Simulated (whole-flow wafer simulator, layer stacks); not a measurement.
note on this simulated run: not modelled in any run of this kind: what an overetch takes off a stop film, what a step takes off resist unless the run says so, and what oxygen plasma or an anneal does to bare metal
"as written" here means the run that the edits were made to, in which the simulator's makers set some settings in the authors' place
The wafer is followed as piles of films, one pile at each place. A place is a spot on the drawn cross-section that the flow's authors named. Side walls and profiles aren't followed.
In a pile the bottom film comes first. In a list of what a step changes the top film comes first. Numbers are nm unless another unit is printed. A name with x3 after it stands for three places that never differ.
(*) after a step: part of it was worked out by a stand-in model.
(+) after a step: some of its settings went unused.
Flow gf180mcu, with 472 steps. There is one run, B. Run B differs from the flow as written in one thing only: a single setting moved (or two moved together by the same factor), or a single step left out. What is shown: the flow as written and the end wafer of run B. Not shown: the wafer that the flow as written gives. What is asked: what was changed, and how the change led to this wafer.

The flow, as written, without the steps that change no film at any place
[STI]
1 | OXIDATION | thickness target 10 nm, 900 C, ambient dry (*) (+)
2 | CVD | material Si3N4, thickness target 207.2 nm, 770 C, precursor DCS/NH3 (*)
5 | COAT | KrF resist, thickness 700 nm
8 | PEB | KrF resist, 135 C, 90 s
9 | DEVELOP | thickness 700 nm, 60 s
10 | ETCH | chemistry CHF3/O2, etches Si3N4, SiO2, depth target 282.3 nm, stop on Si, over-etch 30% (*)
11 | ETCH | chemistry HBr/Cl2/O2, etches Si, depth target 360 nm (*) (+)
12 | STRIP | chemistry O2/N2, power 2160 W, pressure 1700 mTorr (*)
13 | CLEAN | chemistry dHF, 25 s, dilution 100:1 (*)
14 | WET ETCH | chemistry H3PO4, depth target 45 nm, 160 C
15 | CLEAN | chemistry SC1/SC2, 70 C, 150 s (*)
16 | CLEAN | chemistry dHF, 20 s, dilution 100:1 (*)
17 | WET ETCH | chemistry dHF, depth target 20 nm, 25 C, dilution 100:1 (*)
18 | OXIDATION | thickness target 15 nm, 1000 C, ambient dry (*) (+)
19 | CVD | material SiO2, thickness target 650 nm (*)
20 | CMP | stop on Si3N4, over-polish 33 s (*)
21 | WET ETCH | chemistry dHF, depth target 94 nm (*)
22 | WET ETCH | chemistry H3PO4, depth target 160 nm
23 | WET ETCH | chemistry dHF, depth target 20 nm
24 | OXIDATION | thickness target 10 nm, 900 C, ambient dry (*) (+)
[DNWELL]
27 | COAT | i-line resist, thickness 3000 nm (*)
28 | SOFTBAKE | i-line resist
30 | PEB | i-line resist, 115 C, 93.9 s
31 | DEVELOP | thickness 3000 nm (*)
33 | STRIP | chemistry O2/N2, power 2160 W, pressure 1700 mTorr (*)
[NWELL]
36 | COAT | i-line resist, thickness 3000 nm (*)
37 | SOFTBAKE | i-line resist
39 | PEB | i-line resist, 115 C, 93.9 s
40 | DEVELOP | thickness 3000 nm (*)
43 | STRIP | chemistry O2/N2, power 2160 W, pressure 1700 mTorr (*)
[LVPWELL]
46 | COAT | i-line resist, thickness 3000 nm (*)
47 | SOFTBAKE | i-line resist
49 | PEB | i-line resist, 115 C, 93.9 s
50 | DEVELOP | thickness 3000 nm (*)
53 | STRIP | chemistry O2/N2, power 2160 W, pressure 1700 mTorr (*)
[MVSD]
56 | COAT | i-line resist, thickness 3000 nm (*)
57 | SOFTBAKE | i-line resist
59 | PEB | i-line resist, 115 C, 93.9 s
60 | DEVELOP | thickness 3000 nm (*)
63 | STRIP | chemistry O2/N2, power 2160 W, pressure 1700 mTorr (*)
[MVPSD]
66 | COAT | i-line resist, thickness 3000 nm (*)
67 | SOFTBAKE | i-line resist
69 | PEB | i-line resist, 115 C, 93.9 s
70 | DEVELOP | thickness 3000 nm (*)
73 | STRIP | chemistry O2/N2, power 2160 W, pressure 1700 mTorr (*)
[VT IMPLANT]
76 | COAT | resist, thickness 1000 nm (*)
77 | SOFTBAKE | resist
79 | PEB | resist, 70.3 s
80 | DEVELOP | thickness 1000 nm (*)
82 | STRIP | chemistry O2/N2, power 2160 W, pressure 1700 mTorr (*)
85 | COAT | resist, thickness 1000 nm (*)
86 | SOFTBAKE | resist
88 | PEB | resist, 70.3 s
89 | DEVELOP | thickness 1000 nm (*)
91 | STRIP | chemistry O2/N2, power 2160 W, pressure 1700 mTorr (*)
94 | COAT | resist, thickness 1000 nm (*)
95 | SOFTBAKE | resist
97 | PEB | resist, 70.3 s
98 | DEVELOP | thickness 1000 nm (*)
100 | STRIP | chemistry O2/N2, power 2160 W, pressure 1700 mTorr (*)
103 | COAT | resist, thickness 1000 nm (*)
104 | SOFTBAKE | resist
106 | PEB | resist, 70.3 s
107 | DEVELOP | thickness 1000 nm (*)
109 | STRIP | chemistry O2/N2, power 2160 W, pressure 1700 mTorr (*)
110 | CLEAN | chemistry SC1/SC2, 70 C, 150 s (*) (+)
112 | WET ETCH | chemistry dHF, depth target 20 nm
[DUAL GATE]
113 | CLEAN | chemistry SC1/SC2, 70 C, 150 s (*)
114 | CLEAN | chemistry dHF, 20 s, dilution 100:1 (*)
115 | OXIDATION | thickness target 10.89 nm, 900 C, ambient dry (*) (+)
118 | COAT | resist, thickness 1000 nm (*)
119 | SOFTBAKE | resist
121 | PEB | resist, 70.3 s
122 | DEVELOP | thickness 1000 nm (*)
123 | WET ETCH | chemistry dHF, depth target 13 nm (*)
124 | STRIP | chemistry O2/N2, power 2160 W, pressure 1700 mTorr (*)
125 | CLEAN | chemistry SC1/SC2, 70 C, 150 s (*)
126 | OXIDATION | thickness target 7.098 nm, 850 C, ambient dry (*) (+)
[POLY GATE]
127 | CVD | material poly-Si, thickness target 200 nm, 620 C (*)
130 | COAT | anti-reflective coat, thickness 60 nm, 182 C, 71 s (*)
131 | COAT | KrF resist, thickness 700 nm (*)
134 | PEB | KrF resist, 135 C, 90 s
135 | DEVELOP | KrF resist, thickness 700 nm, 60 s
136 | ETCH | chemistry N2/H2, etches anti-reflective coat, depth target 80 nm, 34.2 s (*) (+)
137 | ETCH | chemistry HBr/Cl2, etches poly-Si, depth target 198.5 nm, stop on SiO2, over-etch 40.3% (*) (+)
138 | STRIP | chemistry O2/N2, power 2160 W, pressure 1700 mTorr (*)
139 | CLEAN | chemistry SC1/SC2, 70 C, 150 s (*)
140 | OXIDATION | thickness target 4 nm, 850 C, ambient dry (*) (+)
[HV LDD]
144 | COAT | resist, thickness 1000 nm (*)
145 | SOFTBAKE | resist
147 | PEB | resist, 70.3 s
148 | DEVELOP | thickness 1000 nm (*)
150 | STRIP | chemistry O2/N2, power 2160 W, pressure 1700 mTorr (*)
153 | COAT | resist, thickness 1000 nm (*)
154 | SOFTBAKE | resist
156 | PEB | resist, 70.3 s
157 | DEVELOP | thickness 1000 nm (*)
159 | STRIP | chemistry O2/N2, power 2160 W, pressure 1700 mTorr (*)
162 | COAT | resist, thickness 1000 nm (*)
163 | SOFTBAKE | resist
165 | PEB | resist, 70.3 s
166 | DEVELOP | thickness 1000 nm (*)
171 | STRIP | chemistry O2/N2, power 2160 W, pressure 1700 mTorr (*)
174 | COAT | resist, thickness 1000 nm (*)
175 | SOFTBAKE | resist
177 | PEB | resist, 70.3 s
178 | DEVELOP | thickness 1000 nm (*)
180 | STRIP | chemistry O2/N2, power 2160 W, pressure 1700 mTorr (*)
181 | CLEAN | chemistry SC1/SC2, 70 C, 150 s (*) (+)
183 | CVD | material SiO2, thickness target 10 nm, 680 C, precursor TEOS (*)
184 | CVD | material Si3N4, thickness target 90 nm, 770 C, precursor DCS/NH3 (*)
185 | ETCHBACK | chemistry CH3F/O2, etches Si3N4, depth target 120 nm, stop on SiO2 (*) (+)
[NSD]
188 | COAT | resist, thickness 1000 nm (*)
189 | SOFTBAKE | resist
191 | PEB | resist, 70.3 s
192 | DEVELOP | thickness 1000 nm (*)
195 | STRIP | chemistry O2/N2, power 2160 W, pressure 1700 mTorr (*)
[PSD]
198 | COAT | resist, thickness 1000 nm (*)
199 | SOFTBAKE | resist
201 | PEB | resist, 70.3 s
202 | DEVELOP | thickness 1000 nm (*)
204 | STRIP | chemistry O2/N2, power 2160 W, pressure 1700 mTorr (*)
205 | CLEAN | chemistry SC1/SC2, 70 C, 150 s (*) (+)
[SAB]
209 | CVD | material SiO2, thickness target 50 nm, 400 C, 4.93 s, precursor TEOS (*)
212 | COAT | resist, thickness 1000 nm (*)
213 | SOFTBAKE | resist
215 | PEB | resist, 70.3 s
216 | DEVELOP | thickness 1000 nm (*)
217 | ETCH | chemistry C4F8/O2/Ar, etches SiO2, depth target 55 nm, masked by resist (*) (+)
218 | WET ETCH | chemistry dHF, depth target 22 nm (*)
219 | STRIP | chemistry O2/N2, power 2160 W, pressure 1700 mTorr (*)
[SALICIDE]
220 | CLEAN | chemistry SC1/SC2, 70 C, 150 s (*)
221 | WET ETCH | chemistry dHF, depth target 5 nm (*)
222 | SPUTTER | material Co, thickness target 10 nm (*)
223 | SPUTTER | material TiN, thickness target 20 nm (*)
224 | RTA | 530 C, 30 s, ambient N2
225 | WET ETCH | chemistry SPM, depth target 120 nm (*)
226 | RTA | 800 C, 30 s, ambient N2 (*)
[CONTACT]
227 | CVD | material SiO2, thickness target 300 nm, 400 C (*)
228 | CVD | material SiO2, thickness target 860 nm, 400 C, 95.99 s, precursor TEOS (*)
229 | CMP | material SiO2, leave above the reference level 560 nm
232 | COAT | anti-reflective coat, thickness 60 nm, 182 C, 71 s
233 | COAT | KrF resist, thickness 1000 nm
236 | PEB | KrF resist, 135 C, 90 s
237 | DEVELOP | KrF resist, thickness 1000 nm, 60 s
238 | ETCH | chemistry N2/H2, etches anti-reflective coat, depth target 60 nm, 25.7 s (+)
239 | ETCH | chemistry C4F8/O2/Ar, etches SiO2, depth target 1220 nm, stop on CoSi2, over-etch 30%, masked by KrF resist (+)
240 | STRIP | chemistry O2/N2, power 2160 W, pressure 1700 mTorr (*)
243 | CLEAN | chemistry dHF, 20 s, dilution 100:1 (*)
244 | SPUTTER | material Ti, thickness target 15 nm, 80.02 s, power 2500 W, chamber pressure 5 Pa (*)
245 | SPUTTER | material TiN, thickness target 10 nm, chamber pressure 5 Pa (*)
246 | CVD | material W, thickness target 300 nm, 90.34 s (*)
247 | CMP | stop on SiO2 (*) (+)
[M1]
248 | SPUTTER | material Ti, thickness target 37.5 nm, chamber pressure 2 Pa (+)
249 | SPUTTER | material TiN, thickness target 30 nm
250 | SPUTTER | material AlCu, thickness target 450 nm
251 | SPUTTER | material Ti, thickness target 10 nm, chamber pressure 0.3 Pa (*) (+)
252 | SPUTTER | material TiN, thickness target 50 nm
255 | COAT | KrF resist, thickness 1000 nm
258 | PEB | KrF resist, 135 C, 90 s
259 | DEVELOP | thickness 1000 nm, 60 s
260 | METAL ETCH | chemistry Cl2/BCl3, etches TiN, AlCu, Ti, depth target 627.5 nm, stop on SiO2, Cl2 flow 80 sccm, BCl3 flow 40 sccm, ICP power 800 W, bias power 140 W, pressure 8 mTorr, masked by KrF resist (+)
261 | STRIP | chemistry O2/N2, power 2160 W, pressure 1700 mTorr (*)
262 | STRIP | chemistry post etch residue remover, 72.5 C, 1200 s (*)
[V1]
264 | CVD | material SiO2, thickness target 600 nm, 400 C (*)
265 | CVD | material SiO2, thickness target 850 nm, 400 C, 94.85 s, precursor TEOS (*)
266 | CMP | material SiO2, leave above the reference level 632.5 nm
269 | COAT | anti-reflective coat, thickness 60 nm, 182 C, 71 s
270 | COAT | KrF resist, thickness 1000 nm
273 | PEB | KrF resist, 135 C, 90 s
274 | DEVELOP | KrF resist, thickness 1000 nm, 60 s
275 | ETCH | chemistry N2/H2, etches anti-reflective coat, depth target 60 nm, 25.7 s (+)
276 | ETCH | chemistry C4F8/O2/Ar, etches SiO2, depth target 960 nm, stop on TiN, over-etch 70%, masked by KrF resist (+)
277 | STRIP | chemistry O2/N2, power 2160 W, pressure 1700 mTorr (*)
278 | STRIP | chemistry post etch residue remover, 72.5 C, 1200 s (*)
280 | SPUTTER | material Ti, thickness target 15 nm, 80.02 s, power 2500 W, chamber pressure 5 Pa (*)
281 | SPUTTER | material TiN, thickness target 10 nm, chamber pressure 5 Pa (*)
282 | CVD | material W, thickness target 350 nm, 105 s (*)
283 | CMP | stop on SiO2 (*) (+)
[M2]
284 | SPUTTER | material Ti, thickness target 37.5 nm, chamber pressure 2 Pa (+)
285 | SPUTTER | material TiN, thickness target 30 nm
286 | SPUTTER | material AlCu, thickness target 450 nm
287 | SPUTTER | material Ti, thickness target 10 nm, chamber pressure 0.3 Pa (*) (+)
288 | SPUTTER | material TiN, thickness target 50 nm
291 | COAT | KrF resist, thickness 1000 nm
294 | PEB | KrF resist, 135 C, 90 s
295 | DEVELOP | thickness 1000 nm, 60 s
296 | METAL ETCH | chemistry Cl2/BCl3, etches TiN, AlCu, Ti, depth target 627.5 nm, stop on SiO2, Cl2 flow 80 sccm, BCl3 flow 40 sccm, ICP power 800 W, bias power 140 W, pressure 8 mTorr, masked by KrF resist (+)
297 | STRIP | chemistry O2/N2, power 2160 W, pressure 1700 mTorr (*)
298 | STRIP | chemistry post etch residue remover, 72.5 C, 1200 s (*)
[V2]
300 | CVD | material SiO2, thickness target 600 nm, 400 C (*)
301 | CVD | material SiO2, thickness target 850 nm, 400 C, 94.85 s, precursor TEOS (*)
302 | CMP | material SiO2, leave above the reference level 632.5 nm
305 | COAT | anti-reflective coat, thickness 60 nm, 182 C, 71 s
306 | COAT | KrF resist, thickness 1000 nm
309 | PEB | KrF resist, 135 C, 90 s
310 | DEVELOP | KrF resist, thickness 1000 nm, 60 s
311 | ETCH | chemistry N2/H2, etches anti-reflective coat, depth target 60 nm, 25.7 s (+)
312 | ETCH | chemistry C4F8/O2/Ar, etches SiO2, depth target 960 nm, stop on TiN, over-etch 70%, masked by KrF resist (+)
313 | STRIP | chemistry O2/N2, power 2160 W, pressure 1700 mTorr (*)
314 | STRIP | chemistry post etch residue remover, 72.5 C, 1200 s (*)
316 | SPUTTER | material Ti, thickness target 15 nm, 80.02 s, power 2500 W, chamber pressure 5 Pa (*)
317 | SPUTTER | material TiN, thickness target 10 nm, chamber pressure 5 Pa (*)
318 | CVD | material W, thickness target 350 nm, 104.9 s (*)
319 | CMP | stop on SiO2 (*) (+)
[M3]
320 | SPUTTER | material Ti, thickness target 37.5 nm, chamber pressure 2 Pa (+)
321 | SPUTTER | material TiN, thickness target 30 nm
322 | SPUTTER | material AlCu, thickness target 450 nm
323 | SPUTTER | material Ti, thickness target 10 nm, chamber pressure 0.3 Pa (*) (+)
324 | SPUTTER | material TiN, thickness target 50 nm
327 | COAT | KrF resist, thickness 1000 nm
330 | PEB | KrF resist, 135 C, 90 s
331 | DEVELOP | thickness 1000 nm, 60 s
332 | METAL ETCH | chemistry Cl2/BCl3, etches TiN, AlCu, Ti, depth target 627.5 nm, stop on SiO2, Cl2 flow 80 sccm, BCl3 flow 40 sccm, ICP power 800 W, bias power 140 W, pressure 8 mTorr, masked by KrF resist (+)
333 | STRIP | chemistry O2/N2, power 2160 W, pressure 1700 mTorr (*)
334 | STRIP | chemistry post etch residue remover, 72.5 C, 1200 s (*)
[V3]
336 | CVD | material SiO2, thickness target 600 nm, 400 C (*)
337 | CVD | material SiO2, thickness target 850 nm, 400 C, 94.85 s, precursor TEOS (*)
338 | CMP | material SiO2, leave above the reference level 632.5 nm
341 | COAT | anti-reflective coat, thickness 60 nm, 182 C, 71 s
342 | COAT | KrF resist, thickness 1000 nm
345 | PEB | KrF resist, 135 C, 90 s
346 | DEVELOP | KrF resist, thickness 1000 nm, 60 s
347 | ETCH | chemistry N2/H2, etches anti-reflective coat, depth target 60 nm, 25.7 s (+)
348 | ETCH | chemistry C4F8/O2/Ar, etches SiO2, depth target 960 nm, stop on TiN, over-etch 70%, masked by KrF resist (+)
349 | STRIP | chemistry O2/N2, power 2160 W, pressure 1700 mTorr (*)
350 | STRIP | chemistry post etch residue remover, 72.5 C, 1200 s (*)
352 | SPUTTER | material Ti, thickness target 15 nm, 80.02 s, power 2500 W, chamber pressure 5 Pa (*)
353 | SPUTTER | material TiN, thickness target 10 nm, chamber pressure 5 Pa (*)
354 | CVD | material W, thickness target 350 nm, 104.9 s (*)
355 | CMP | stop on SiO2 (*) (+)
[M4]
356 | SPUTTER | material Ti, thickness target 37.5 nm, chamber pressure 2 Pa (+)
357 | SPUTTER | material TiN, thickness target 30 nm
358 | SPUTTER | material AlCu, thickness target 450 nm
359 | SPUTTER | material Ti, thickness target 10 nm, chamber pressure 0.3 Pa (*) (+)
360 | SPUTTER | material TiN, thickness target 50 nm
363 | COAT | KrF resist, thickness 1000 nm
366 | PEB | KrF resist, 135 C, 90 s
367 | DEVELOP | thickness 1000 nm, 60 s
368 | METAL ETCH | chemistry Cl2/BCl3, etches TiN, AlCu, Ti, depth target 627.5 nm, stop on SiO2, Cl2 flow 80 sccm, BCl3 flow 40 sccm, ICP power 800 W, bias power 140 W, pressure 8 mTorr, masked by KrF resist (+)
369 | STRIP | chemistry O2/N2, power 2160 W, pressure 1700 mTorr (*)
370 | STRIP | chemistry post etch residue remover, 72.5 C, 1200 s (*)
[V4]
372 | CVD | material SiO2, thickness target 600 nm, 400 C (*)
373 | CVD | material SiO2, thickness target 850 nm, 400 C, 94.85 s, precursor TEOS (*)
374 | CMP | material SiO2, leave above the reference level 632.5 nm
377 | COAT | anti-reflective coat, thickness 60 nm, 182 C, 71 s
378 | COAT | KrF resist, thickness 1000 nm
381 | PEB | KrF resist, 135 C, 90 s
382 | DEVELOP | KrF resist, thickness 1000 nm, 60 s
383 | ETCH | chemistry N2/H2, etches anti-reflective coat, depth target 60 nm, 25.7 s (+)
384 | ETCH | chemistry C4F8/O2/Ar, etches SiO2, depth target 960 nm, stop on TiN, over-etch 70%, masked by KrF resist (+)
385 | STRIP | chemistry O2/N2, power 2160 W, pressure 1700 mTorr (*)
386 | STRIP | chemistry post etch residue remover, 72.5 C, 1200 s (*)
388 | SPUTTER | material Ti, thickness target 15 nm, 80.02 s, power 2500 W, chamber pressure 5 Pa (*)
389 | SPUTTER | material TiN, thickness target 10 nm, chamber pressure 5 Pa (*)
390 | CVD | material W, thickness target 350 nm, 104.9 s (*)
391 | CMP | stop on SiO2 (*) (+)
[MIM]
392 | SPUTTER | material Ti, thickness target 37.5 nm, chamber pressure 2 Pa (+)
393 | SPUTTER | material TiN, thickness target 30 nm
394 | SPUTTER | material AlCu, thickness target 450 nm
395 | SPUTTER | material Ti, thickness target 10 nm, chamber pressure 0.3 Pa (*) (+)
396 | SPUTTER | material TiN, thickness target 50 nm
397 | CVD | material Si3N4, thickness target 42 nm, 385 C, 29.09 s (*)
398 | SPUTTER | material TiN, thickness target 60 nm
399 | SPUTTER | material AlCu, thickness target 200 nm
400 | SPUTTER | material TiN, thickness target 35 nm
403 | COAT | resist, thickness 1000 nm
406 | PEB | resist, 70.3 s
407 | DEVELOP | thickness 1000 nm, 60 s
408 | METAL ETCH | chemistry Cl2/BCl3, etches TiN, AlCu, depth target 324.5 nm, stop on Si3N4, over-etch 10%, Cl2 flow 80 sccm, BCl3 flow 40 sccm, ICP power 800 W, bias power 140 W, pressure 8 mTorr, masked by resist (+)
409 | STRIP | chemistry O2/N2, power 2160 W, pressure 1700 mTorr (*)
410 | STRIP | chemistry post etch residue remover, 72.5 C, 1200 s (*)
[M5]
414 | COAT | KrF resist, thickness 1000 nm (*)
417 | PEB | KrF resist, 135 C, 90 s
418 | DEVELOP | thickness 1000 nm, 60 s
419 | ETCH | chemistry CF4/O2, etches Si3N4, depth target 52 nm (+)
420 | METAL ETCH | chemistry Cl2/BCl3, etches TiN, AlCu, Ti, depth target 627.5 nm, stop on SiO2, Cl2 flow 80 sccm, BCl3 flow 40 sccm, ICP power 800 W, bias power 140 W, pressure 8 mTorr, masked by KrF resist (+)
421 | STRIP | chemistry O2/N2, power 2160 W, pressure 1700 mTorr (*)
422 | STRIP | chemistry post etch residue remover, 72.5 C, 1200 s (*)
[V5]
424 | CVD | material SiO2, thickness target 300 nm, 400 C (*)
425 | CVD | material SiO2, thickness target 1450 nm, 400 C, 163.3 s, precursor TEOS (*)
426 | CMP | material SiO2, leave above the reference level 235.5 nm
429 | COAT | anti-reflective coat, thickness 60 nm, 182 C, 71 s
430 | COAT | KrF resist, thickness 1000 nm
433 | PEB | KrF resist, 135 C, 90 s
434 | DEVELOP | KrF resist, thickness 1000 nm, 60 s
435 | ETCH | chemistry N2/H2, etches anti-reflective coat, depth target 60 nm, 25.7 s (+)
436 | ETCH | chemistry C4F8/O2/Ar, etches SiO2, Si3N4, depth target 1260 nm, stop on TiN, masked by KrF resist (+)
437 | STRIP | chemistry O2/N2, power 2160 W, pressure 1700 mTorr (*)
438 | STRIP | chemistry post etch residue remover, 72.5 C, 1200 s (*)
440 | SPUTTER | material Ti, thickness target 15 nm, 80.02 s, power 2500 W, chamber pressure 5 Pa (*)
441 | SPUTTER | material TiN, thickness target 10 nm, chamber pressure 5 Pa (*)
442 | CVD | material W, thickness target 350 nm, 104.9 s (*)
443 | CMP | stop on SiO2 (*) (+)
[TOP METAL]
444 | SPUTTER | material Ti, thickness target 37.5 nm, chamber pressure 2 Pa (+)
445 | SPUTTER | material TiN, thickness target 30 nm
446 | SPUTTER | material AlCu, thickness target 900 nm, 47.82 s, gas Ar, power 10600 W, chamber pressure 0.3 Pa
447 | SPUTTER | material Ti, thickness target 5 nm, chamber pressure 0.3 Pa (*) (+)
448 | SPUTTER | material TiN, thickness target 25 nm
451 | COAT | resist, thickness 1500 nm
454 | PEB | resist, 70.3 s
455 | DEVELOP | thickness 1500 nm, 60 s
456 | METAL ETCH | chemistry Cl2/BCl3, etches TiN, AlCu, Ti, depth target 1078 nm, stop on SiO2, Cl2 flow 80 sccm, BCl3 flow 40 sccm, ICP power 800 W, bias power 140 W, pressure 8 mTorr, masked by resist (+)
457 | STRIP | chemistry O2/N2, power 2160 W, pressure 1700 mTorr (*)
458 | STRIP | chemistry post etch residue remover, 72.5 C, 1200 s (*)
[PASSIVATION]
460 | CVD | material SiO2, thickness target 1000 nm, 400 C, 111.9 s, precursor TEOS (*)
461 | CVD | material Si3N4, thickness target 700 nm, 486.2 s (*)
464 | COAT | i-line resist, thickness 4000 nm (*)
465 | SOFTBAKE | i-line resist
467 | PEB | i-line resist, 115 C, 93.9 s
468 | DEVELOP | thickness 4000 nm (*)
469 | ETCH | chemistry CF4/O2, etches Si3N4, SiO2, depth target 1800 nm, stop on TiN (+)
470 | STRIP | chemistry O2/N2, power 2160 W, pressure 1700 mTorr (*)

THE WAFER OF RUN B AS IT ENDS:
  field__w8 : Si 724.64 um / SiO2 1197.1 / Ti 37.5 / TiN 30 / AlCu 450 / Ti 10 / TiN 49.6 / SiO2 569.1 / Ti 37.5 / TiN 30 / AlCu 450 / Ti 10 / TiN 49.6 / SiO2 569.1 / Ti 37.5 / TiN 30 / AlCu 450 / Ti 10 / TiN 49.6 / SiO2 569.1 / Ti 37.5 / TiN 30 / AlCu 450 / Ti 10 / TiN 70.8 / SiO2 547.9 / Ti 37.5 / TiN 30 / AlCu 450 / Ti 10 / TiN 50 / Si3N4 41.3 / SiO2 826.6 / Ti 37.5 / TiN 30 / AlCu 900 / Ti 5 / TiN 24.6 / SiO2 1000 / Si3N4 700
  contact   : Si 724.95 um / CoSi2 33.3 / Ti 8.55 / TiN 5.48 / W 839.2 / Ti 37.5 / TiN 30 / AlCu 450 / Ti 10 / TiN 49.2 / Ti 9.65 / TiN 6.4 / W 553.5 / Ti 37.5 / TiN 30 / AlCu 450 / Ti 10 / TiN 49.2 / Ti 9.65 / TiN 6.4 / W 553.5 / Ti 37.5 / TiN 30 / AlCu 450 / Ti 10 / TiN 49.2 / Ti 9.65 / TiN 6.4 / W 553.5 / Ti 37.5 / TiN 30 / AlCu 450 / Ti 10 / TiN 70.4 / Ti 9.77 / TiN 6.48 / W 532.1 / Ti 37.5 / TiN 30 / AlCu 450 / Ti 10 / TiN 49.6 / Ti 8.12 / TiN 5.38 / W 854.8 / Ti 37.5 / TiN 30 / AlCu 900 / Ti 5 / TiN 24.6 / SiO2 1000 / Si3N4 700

What caused this: step 360, SPUTTER: thickness target 71.2 nm was run, though the flow has thickness target 50 nm.

Step by step, how the change led to this:
  360 | SPUTTER | material TiN, thickness target 50 nm
      field, field__w1, field__w2 and 108 more: TiN gains 71.2 (new film) (as written it would have been: TiN gains 50 (new film))
  368 | METAL ETCH | chemistry Cl2/BCl3, etches TiN, AlCu, Ti, depth target 627.5 nm, stop on SiO2, Cl2 flow 80 sccm, BCl3 flow 40 sccm, ICP power 800 W, bias power 140 W, pressure 8 mTorr, masked by KrF resist (+)
      field, field__w1, field__w2 and 103 more: TiN loses 71.2 (all of it), Ti loses 10 (all of it), AlCu loses 450 (all of it), TiN loses 30 (all of it), Ti loses 37.5 (all of it) (as written it would have been: TiN loses 50 (all of it), Ti loses 10 (all of it), AlCu loses 450 (all of it), TiN loses 30 (all of it), Ti loses 37.5 (all of it))
  374 | CMP | material SiO2, leave above the reference level 632.5 nm
      field__w8, contact, m1, m1__w1, m1_nw: SiO2 loses 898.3 (as written it would have been: SiO2 loses 877.1)
  384 | ETCH | chemistry C4F8/O2/Ar, etches SiO2, depth target 960 nm, stop on TiN, over-etch 70%, masked by KrF resist (+)
      field, field__w1, field__w2 and 107 more: KrF resist loses 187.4 (as written it would have been: KrF resist loses 192)
      contact: SiO2 loses 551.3 (all of it) (as written it would have been: SiO2 loses 572.5 (all of it))
  390 | CVD | material W, thickness target 350 nm, 104.9 s (*)
      contact: W gains 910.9 (new film) (as written it would have been: W gains 932.3 (new film))
